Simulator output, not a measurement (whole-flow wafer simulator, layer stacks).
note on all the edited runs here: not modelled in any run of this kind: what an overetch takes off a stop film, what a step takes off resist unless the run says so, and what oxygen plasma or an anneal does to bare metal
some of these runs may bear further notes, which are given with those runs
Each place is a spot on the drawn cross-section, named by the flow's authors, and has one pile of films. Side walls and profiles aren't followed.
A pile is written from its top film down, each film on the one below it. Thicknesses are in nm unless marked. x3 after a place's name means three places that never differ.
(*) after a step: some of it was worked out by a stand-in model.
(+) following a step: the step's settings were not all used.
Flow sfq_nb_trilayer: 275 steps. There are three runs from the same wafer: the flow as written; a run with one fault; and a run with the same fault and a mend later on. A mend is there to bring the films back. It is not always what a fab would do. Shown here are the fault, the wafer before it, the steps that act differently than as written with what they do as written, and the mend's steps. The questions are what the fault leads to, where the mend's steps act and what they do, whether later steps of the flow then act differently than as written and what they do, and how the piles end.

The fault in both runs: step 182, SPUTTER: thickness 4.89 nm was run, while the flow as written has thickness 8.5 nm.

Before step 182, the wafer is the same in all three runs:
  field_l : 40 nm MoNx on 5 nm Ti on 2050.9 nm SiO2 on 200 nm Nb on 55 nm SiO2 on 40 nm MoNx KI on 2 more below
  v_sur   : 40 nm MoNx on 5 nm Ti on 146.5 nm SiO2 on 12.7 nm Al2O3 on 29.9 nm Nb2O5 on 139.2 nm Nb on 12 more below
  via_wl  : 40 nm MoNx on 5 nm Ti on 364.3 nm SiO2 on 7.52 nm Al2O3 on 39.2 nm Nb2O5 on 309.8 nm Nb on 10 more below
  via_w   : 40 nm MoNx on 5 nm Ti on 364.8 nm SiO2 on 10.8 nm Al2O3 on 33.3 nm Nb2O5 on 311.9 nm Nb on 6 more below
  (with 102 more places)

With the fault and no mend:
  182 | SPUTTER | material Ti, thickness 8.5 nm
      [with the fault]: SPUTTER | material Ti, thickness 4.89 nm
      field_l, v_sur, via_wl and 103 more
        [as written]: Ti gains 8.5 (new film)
        [with the fault]: Ti gains 4.89 (new film)
  Steps later in the flow that act otherwise than as written (not shown: 12 more steps that differ only slightly, by at most 2% or 0.5 nm, whichever is larger):
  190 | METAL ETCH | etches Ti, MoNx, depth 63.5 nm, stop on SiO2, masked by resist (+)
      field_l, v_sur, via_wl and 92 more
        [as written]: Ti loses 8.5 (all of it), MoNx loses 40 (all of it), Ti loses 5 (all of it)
        [with the fault]: Ti loses 4.89 (all of it), MoNx loses 40 (all of it), Ti loses 5 (all of it)
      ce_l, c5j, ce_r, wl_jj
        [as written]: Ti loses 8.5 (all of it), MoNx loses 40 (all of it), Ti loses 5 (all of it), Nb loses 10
        [with the fault]: Ti loses 4.89 (all of it), MoNx loses 40 (all of it), Ti loses 5 (all of it), Nb loses 13.6
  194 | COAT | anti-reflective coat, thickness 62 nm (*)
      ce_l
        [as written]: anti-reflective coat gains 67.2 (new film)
        [with the fault]: anti-reflective coat gains 68.8 (new film)
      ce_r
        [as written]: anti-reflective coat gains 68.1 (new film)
        [with the fault]: anti-reflective coat gains 69.6 (new film)
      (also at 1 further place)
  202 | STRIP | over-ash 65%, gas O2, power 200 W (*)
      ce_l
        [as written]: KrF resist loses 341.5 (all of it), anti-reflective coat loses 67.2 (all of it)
        [with the fault]: KrF resist loses 342.5 (all of it), anti-reflective coat loses 68.8 (all of it)
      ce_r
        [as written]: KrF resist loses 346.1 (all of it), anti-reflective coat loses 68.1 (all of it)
        [with the fault]: KrF resist loses 346.7 (all of it), anti-reflective coat loses 69.6 (all of it)
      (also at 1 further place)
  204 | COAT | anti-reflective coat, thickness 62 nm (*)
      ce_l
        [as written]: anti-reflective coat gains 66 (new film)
        [with the fault]: anti-reflective coat gains 67.6 (new film)
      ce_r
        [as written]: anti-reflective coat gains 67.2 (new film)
        [with the fault]: anti-reflective coat gains 68.7 (new film)
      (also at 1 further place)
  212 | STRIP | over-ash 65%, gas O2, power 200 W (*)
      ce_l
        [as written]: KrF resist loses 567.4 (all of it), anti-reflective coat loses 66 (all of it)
        [with the fault]: KrF resist loses 568.1 (all of it), anti-reflective coat loses 67.6 (all of it)
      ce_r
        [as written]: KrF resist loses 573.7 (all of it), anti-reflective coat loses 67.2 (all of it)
        [with the fault]: KrF resist loses 574.1 (all of it), anti-reflective coat loses 68.7 (all of it)
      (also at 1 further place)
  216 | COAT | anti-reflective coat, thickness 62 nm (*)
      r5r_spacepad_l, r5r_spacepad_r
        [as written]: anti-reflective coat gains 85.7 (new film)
        [with the fault]: anti-reflective coat gains 83.9 (new film)
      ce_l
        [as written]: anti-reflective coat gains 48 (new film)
        [with the fault]: anti-reflective coat gains 49.1 (new film)
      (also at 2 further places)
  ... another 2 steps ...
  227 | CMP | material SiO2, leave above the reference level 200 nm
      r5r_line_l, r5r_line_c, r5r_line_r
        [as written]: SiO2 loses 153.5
        [with the fault]: SiO2 loses 149.9
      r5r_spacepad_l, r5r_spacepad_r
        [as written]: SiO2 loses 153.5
        [with the fault]: SiO2 loses 147.4
  By the end, the piles at ce_l, ce_r, be_r and 7 more depart from the flow's by more than 2% or 0.5 nm, whichever is larger.
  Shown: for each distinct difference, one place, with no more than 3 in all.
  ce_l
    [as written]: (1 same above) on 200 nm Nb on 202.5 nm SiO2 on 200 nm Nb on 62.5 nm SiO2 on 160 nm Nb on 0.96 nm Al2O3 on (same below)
    [with the fault]: (1 same above) on 200 nm Nb on 206.1 nm SiO2 on 200 nm Nb on 62.5 nm SiO2 on 156.4 nm Nb on 0.96 nm Al2O3 on (same below)
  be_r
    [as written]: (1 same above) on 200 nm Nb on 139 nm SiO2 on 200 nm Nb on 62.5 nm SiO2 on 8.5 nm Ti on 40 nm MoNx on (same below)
    [with the fault]: (1 same above) on 200 nm Nb on 142.6 nm SiO2 on 200 nm Nb on 62.5 nm SiO2 on 4.89 nm Ti on 40 nm MoNx on (same below)
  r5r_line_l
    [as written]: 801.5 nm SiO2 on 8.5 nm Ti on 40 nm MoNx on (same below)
    [with the fault]: 805.1 nm SiO2 on 4.89 nm Ti on 40 nm MoNx on (same below)

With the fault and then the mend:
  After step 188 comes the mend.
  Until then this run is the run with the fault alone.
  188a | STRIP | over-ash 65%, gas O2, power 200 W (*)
      field_l, v_sur, via_wl and 96 more
        anti-reflective coat loses 62 (all of it)
      be_r, r_sur, res, r_end, r5r_line_l, r5r_line_c, r5r_line_r
        KrF resist loses 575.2 (all of it), anti-reflective coat loses 62 (all of it)
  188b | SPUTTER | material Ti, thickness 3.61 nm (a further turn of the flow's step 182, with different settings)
      field_l, v_sur, via_wl and 103 more
        Ti gains 3.61
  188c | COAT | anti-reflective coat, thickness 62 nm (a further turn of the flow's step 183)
      field_l, v_sur, via_wl and 103 more
        anti-reflective coat gains 62 (new film)
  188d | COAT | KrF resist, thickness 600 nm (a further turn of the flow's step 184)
      field_l, v_sur, via_wl and 103 more
        KrF resist gains 600 (new film)
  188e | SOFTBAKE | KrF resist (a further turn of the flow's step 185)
      leaves every film unchanged at each place that is followed
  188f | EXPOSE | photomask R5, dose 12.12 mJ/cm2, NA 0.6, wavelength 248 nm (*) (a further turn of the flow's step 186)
      leaves every film unchanged at each place that is followed
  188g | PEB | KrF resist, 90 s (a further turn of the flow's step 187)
      field_l, v_sur, via_wl and 103 more
        KrF resist loses 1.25
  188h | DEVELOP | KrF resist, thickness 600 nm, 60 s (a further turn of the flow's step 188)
      field_l, v_sur, via_wl and 96 more
        KrF resist loses 598.7 (all of it)
      be_r, r_sur, res, r_end, r5r_line_l, r5r_line_c, r5r_line_r
        KrF resist loses 23.5
  None of the later steps of the flow acts differently than as written at any place that is followed.
  By the end, the piles equal the flow's at every place that both follow.
